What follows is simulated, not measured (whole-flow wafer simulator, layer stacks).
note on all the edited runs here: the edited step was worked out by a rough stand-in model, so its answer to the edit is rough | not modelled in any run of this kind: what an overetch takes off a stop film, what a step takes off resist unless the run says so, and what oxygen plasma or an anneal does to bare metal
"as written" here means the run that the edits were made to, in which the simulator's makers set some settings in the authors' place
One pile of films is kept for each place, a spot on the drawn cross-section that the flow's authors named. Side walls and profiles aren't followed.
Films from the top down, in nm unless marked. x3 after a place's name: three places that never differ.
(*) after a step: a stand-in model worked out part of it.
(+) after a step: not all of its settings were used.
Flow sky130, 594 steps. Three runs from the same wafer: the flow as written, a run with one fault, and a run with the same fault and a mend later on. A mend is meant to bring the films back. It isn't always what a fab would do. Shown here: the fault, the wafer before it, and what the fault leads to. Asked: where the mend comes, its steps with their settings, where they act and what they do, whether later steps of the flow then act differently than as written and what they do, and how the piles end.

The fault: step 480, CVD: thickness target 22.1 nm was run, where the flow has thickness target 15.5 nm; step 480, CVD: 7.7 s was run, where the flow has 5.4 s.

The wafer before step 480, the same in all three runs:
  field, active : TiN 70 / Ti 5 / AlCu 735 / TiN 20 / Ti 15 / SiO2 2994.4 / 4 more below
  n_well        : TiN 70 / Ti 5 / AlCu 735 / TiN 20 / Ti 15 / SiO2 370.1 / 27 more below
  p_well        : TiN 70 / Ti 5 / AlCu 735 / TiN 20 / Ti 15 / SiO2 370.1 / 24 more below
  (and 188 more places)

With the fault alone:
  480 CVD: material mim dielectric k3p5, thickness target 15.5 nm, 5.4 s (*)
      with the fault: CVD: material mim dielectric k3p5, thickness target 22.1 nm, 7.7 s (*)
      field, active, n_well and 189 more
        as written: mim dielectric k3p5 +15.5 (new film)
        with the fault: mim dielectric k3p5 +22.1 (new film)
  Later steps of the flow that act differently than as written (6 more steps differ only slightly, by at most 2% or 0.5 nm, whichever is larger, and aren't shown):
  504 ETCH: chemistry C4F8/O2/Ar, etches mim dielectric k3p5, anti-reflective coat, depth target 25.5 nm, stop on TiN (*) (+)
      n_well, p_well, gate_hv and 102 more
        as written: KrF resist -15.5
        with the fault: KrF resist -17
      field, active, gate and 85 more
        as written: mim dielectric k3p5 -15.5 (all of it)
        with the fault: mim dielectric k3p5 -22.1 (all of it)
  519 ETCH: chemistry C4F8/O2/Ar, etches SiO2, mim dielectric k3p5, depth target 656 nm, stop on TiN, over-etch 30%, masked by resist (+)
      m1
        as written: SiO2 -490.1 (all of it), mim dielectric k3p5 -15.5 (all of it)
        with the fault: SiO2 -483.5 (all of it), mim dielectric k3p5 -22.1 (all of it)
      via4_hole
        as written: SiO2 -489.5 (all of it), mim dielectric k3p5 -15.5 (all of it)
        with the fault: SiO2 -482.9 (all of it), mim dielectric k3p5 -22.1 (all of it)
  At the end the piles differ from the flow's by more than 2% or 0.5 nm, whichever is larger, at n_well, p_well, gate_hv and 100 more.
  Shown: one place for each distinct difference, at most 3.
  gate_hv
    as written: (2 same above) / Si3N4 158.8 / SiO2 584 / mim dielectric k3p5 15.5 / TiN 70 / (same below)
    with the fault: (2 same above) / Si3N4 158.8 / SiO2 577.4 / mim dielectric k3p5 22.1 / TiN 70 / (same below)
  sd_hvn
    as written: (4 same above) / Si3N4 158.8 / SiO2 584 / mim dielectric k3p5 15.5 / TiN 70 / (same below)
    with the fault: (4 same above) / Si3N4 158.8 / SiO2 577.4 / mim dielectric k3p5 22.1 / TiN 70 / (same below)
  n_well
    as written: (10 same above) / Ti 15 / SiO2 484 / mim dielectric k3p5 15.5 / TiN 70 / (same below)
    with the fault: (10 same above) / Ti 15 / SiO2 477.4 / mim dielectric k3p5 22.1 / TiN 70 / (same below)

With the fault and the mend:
  The mend comes after step 480.
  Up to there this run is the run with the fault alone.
  480a ETCH: chemistry C4F8/O2/Ar, etches mim dielectric k3p5, anti-reflective coat, depth target 6.6 nm (*) (the flow's step 450 once more, with other settings)
      field, active, n_well and 189 more
        mim dielectric k3p5 -6.6
  No later step of the flow acts differently than as written at any place that is followed.
  At the end the piles are the same as the flow's at every place that both follow.
